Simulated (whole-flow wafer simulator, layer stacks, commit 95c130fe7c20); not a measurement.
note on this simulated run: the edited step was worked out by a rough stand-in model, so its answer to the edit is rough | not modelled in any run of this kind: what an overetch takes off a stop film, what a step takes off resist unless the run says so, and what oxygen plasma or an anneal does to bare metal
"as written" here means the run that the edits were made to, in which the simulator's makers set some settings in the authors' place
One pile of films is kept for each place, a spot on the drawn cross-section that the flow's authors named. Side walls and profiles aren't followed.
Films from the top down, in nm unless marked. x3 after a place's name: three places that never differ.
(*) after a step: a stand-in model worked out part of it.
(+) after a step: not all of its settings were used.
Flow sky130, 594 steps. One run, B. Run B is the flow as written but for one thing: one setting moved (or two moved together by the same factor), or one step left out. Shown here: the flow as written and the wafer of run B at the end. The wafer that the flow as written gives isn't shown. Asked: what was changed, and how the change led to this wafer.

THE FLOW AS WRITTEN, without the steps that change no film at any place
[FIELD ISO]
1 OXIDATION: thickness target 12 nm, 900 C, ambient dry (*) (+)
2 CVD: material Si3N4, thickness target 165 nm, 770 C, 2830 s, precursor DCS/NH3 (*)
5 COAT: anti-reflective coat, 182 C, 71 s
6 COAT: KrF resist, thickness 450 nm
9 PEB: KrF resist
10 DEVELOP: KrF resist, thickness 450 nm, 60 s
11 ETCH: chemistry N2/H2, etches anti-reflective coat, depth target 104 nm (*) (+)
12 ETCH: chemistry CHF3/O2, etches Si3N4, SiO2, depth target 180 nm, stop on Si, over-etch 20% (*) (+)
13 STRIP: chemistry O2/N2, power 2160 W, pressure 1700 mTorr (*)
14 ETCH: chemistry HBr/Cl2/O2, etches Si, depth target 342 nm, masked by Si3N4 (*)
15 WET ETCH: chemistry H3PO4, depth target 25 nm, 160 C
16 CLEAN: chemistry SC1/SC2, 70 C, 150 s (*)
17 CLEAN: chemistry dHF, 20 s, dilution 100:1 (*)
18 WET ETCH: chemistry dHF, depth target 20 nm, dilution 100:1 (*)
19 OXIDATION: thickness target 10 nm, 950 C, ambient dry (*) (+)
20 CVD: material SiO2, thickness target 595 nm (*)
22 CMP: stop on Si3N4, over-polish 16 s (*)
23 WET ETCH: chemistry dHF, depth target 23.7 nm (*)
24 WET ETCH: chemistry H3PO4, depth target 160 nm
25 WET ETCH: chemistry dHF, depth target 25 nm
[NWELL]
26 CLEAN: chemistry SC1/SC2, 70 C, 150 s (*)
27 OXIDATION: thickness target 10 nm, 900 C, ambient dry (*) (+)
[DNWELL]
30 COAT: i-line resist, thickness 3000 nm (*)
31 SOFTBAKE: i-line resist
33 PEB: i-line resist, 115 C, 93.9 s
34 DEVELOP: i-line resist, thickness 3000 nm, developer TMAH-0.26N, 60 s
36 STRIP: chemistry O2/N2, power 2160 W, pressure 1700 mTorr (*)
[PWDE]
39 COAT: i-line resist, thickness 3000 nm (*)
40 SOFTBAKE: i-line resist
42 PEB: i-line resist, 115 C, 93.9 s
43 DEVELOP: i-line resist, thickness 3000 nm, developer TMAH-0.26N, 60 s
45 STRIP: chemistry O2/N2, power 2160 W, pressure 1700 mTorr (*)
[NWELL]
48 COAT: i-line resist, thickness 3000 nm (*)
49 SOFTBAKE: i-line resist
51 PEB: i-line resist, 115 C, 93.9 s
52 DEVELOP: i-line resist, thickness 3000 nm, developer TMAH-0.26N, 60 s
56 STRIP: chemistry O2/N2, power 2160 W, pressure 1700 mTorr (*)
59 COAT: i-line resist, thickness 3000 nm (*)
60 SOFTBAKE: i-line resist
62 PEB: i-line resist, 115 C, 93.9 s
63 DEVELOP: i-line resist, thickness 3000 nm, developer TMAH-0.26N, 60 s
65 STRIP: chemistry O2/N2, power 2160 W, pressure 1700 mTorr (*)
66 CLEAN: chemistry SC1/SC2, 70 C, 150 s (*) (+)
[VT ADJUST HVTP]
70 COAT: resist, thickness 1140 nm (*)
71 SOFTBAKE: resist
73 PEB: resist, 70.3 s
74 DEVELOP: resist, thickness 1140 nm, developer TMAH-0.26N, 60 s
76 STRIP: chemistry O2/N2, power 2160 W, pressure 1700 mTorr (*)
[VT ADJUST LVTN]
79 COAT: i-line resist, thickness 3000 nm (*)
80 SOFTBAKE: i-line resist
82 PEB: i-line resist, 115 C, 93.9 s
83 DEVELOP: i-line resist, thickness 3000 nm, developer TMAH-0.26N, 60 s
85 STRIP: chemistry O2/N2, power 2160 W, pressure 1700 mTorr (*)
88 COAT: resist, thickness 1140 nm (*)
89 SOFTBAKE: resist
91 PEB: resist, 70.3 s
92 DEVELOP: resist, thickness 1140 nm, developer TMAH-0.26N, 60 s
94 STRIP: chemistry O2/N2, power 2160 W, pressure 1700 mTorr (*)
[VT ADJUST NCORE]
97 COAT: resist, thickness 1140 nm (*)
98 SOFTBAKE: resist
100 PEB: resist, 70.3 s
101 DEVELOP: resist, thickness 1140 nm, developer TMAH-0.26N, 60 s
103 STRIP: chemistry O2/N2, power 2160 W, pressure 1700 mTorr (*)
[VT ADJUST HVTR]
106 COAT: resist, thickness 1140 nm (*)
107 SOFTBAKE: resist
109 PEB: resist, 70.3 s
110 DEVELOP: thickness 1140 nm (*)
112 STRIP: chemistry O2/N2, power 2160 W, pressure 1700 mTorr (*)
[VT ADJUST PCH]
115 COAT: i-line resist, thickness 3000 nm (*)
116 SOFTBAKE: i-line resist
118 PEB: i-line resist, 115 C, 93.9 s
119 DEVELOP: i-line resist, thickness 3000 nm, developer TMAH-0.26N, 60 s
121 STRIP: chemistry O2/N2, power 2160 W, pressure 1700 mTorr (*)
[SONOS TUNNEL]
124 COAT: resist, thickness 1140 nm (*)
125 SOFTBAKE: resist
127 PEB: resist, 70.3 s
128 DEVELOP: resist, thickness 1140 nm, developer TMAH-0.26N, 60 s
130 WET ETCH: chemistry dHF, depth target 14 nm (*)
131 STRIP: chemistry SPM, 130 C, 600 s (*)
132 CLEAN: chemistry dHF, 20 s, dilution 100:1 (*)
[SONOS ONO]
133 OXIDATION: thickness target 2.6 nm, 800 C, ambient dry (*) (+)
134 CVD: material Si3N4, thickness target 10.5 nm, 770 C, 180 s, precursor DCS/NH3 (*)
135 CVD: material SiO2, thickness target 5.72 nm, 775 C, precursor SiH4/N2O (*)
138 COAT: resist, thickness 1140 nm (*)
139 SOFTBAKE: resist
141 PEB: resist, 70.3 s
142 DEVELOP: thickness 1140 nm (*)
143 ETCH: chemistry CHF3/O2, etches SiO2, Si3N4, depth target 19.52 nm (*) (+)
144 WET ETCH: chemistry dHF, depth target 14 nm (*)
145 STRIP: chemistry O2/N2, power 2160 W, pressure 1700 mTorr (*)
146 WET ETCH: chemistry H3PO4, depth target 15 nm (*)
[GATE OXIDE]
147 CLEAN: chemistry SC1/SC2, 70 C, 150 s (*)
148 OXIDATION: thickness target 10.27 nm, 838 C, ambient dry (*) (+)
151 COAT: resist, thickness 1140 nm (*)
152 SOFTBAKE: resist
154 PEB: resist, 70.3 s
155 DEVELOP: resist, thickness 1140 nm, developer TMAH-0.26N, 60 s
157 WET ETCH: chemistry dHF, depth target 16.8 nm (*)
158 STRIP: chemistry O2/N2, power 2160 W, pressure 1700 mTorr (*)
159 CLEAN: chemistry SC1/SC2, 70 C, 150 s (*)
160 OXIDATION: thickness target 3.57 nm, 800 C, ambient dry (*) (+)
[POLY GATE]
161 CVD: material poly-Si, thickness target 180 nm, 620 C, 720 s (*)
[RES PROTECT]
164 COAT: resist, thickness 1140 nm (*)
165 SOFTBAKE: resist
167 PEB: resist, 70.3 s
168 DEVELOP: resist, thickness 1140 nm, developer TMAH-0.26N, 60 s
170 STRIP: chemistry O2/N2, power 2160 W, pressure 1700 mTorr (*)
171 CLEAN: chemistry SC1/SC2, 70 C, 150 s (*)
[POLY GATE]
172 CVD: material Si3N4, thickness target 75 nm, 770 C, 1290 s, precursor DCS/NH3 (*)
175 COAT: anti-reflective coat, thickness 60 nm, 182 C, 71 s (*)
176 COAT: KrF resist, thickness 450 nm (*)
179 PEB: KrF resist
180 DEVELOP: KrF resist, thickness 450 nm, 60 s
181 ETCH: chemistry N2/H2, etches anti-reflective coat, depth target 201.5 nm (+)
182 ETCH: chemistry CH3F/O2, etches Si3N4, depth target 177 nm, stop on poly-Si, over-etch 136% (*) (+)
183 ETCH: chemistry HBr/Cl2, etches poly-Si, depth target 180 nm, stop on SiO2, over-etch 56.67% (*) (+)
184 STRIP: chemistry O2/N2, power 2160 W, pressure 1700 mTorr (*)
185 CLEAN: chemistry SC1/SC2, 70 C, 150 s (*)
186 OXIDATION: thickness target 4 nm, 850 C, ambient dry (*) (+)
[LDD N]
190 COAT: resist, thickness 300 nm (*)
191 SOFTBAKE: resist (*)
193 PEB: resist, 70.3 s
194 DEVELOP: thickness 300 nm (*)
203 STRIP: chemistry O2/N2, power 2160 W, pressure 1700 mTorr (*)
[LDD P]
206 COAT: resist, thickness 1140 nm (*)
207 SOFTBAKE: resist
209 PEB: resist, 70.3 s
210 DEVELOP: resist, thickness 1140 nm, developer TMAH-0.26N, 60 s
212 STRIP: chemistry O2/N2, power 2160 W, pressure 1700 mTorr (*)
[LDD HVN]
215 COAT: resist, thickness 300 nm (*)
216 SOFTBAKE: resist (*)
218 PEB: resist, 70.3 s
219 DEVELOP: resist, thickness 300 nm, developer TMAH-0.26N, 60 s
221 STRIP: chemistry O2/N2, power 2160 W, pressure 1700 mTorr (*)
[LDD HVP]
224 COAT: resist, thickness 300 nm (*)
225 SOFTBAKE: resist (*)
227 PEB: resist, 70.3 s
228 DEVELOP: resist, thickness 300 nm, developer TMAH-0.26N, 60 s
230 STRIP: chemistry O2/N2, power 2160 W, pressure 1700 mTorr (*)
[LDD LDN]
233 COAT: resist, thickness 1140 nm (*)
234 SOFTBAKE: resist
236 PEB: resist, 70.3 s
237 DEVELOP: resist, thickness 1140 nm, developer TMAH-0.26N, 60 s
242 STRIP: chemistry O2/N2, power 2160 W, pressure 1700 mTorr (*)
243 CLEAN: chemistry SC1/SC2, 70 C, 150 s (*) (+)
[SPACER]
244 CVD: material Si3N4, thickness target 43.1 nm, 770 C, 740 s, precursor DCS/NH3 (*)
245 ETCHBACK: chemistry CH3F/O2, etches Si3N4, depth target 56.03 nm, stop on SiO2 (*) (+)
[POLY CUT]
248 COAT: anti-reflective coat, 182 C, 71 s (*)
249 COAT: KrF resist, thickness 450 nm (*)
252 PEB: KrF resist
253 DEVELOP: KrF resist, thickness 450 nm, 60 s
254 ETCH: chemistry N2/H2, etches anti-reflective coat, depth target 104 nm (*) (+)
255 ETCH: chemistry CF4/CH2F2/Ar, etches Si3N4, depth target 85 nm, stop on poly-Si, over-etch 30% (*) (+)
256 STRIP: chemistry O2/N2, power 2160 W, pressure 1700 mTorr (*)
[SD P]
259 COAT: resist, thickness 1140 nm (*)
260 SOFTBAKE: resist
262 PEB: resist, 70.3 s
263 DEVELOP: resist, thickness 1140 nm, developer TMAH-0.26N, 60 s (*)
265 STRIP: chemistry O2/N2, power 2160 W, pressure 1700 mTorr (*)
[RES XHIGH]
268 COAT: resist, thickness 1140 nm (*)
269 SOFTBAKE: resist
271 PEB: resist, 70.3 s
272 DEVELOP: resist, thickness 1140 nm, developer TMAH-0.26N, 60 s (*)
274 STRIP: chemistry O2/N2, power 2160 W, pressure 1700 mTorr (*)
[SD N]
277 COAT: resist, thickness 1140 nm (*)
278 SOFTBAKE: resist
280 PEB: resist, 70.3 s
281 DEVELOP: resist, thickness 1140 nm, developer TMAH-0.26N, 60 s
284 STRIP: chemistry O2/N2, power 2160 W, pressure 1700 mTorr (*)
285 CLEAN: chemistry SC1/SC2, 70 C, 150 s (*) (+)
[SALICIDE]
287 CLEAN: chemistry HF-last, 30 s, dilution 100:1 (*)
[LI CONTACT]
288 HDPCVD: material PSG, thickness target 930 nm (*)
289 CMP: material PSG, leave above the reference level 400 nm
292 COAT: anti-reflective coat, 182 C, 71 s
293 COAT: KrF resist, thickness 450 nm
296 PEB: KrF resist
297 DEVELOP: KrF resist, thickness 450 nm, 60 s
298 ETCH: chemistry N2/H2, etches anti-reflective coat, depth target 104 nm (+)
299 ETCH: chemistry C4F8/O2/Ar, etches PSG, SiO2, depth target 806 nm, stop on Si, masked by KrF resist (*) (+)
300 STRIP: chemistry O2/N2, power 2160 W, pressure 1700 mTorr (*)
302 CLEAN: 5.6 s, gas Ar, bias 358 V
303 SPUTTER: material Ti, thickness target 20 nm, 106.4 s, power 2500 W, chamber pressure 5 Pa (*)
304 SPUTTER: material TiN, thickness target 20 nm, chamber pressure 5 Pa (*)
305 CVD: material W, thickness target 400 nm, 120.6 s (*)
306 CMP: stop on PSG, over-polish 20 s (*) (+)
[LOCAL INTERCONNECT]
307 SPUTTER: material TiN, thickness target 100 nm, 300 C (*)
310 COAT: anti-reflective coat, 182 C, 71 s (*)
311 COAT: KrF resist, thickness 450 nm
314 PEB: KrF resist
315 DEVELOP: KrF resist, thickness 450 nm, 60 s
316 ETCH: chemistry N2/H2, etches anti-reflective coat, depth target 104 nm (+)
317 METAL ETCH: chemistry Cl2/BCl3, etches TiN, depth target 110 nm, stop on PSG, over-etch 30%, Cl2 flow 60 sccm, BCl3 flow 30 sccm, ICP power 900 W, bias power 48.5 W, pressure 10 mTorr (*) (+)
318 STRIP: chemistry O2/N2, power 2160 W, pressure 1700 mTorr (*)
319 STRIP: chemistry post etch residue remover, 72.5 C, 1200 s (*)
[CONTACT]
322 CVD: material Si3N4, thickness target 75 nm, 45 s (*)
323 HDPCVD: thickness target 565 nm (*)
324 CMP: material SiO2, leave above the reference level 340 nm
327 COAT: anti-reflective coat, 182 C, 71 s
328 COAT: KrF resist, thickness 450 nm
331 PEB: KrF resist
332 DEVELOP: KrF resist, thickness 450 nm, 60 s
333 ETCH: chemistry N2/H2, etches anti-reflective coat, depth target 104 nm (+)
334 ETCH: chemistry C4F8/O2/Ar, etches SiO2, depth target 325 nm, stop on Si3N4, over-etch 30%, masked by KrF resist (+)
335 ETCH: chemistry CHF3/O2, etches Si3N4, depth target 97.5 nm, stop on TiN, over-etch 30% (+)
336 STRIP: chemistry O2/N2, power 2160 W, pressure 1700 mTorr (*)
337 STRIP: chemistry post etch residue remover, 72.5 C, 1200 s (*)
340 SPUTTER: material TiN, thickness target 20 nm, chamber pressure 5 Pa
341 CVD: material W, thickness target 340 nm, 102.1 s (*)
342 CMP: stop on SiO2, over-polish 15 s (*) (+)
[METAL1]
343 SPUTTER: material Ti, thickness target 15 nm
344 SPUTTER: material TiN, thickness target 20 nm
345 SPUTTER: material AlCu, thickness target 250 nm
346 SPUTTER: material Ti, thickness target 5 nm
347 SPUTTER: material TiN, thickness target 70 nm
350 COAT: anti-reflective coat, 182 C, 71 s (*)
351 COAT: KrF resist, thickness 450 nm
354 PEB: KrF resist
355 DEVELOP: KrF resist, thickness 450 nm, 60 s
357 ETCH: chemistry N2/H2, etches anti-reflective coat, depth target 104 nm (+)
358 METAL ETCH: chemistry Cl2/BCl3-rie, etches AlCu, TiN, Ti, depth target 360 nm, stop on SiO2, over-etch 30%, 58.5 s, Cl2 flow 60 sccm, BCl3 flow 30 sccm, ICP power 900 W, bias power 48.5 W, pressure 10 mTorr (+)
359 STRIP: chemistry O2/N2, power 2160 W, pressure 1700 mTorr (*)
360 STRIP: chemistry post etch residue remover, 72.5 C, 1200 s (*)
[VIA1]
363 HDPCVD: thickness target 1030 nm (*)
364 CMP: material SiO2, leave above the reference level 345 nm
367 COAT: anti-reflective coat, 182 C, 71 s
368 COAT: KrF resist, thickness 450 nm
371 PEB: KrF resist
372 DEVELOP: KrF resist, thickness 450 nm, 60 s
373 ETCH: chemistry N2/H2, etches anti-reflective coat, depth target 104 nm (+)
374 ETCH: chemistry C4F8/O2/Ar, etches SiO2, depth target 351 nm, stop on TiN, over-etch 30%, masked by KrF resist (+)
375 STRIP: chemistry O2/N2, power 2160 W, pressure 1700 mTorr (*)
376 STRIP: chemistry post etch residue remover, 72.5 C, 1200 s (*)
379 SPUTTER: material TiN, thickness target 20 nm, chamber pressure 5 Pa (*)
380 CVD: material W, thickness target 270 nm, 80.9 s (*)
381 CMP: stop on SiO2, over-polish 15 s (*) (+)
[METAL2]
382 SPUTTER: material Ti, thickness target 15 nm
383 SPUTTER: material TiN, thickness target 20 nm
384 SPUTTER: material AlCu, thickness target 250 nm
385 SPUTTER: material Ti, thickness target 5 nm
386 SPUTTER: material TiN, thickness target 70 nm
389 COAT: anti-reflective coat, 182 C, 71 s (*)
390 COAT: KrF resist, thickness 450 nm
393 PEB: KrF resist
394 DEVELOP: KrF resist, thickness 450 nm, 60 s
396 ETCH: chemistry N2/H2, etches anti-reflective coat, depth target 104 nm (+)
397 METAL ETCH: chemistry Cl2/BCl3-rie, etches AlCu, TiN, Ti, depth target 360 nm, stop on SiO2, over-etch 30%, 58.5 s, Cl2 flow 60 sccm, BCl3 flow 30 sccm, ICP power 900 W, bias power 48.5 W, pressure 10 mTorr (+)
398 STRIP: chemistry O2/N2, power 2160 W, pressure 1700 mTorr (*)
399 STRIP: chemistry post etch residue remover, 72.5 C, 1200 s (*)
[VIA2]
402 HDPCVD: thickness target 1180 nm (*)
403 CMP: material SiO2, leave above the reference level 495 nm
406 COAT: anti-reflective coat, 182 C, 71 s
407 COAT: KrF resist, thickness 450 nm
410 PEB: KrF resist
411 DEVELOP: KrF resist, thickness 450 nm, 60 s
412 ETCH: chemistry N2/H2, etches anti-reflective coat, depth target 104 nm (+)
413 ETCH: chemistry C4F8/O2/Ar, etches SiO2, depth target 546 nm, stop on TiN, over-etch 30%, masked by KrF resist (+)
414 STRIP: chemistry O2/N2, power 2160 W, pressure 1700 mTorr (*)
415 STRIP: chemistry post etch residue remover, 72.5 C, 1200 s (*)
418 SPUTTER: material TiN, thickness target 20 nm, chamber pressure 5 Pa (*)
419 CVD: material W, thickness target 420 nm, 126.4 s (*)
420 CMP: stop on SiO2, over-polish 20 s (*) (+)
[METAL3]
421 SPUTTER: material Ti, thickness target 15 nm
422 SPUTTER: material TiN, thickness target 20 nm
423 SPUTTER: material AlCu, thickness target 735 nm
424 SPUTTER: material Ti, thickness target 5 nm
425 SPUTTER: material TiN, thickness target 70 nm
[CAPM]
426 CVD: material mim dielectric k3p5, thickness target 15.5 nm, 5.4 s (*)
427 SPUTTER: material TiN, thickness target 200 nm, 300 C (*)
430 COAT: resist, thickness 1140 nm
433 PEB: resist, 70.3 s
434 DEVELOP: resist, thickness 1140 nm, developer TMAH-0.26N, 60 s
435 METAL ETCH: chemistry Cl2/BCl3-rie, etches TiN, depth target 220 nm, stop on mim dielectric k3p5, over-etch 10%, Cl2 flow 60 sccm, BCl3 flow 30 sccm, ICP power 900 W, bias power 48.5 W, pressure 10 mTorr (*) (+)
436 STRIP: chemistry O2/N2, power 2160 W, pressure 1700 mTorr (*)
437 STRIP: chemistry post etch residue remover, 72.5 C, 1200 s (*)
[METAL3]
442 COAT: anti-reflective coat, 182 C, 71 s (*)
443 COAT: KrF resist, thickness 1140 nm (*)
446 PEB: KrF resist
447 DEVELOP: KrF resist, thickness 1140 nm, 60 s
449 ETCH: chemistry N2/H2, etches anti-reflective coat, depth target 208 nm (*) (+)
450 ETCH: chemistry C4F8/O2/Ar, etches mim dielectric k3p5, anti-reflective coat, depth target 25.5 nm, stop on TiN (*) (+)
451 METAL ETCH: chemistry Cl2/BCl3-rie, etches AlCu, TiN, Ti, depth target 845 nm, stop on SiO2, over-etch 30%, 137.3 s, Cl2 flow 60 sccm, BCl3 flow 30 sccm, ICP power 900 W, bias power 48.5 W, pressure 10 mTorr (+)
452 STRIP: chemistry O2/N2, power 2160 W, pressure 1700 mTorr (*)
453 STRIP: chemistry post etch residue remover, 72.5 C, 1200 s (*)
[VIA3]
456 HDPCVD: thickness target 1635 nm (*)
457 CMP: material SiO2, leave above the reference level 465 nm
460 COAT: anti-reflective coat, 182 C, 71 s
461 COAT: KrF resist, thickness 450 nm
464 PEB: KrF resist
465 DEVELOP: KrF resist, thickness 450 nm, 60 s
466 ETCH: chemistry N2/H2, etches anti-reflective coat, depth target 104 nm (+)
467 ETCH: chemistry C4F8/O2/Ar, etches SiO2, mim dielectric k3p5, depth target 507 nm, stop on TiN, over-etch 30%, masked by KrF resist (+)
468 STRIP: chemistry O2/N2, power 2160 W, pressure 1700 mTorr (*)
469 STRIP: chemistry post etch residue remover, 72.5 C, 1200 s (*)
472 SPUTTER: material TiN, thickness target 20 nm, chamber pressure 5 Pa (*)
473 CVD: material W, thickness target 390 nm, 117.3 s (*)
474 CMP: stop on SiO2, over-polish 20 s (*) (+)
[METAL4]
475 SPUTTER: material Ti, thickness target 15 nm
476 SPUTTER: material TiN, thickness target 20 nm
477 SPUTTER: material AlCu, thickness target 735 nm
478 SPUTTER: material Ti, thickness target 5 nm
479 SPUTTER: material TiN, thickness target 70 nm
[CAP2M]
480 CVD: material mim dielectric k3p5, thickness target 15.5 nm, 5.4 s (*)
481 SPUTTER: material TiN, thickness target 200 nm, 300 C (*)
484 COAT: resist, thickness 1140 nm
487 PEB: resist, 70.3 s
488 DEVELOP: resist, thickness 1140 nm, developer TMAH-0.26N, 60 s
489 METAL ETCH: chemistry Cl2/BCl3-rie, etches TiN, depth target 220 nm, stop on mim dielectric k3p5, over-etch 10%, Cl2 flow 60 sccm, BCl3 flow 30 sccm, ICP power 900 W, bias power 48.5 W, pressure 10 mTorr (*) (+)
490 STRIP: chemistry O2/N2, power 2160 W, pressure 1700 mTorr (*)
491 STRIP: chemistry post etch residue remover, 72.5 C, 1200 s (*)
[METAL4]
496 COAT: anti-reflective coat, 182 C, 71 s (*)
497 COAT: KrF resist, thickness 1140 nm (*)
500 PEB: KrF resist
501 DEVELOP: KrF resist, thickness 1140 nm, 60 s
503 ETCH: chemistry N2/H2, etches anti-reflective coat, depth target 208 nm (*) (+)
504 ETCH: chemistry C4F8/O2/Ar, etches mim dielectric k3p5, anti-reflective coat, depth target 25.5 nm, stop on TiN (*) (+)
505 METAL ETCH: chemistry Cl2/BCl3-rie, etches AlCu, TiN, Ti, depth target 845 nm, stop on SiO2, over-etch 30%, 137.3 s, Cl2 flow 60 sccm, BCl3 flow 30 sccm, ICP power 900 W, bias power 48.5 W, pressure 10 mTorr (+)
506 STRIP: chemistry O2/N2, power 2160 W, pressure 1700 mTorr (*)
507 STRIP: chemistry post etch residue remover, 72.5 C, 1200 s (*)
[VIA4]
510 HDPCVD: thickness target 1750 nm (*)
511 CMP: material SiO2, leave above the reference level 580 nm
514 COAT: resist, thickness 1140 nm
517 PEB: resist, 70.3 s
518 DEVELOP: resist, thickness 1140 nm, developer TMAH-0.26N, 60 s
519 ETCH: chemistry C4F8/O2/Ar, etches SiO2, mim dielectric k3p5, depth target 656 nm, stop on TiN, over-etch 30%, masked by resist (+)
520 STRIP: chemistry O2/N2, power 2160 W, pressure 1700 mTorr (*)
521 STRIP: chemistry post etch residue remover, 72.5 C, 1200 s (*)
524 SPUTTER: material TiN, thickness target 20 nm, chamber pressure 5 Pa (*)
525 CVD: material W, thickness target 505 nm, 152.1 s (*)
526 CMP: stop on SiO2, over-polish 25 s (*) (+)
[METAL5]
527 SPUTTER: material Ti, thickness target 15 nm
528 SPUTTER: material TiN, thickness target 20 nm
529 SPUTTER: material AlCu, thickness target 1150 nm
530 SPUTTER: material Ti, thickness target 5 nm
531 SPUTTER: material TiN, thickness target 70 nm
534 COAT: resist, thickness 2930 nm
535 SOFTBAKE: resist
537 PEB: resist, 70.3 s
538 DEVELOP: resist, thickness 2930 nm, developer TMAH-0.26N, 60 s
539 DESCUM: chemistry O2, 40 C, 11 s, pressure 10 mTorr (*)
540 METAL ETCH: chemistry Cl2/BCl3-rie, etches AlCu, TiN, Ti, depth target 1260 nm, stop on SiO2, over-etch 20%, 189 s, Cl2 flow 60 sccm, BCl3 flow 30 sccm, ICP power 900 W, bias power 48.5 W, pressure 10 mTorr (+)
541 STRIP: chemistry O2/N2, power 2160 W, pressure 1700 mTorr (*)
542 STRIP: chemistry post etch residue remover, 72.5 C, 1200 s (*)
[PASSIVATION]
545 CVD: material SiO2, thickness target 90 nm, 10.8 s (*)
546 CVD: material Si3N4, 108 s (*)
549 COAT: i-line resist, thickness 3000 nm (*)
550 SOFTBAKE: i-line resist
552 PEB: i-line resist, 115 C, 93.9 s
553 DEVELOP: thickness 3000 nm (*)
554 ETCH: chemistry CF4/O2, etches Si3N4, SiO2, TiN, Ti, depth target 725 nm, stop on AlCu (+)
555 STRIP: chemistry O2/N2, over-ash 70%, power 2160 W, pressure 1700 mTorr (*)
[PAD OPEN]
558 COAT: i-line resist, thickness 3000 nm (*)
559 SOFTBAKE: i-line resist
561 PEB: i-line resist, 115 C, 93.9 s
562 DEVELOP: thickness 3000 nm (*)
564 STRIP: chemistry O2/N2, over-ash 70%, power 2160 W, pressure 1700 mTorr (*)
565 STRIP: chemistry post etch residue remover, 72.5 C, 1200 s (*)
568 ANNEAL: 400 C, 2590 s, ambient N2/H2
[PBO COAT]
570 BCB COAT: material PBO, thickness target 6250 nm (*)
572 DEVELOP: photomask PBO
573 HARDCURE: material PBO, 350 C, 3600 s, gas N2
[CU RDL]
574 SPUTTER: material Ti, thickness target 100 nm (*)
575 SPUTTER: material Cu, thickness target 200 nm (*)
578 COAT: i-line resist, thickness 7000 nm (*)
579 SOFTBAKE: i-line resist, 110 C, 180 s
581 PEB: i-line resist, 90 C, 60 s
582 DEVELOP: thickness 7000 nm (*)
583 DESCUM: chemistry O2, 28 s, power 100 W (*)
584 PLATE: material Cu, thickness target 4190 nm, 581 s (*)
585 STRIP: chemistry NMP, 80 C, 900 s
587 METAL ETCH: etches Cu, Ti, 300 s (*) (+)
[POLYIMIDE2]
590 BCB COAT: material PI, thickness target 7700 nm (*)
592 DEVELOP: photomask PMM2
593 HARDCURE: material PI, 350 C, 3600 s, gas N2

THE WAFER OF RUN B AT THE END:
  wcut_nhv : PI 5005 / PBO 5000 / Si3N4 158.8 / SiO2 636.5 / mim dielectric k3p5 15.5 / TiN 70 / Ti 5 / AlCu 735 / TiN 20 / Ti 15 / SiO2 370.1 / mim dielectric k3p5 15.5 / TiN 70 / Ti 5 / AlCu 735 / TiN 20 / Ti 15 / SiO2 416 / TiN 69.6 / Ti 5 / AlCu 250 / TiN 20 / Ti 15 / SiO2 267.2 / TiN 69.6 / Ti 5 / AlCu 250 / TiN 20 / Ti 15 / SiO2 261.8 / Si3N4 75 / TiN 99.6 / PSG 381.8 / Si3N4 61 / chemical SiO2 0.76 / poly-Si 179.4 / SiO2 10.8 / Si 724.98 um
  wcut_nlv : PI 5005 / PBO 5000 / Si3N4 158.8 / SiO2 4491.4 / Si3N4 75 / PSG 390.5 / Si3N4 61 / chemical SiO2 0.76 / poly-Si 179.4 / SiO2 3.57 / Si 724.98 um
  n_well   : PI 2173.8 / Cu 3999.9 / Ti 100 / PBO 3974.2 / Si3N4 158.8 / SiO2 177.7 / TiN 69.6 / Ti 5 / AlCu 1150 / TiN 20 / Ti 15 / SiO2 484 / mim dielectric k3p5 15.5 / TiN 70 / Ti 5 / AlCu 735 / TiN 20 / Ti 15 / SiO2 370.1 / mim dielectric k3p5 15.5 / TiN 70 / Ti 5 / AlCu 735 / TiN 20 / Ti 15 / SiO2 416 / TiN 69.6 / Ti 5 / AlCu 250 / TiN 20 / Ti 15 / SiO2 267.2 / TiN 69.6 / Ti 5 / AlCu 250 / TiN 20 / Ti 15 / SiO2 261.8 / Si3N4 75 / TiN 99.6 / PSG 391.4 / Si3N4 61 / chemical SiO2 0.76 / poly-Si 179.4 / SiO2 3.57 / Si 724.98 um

The cause: step 545, CVD: thickness target 128 nm was run, where the flow has thickness target 90 nm; step 545, CVD: 15.4 s was run, where the flow has 10.8 s.

How the change led to this, step by step:
  545 CVD: material SiO2, thickness target 90 nm, 10.8 s (*)
      field, active, gate and 175 more: SiO2 +177.7 (as written it would be: SiO2 +125.2)
      n_well, p_well, sd_n and 12 more: SiO2 +177.7 (new film) (as written it would be: SiO2 +125.2 (new film))
  550 SOFTBAKE: i-line resist
      gate_p_lvt, iso_guard_hv_nw: i-line resist +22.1 (as written it would be: i-line resist +20.6)
      active: i-line resist +13.1 (as written it would be: i-line resist +12)
      (and at 57 more places)
  554 ETCH: chemistry CF4/O2, etches Si3N4, SiO2, TiN, Ti, depth target 725 nm, stop on AlCu (+)
      field, active, n_well and 189 more: i-line resist -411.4 (as written it would be: i-line resist -358.9)
      pad: Si3N4 -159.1 (all of it), SiO2 -177.7 (all of it), TiN -69.6 (all of it), Ti -5 (all of it) (as written it would be: Si3N4 -159.1 (all of it), SiO2 -125.2 (all of it), TiN -69.6 (all of it), Ti -5 (all of it))
  555 STRIP: chemistry O2/N2, over-ash 70%, power 2160 W, pressure 1700 mTorr (*)
      gate_hv, dice_street, iso_guard and 83 more: i-line resist -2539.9 (all of it) (as written it would be: i-line resist -2592.4 (all of it))
      n_well, p_well, sd_n, sd_p: i-line resist -1288.3 (all of it) (as written it would be: i-line resist -1340.8 (all of it))
      (and at 29 more places)
  558 COAT: i-line resist, thickness 3000 nm (*)
      pad: i-line resist +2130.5 (new film) (as written it would be: i-line resist +2077.7 (new film))
  559 SOFTBAKE: i-line resist
      gate_p_lvt, iso_guard_hv_nw: i-line resist +22.1 (as written it would be: i-line resist +20.6)
      field: i-line resist +13.7 (as written it would be: i-line resist +12.5)
      (and at 64 more places)
  561 PEB: i-line resist, 115 C, 93.9 s
      pad: i-line resist -33.1 (as written it would be: i-line resist -32.2)
  562 DEVELOP: thickness 3000 nm (*)
      pad: i-line resist -2097.4 (all of it) (as written it would be: i-line resist -2045.5 (all of it))
  578 COAT: i-line resist, thickness 7000 nm (*)
      pad: i-line resist +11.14 um (new film) (as written it would be: i-line resist +11.08 um (new film))
  579 SOFTBAKE: i-line resist, 110 C, 180 s
      rpo_hd_licon, mim2: i-line resist -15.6 (as written it would be: i-line resist -14.9)
      mim: i-line resist -17.7 (as written it would be: i-line resist -16.8)
      (and at 27 more places)
  582 DEVELOP: thickness 7000 nm (*)
      pad: i-line resist -11.14 um (all of it) (as written it would be: i-line resist -11.08 um (all of it))
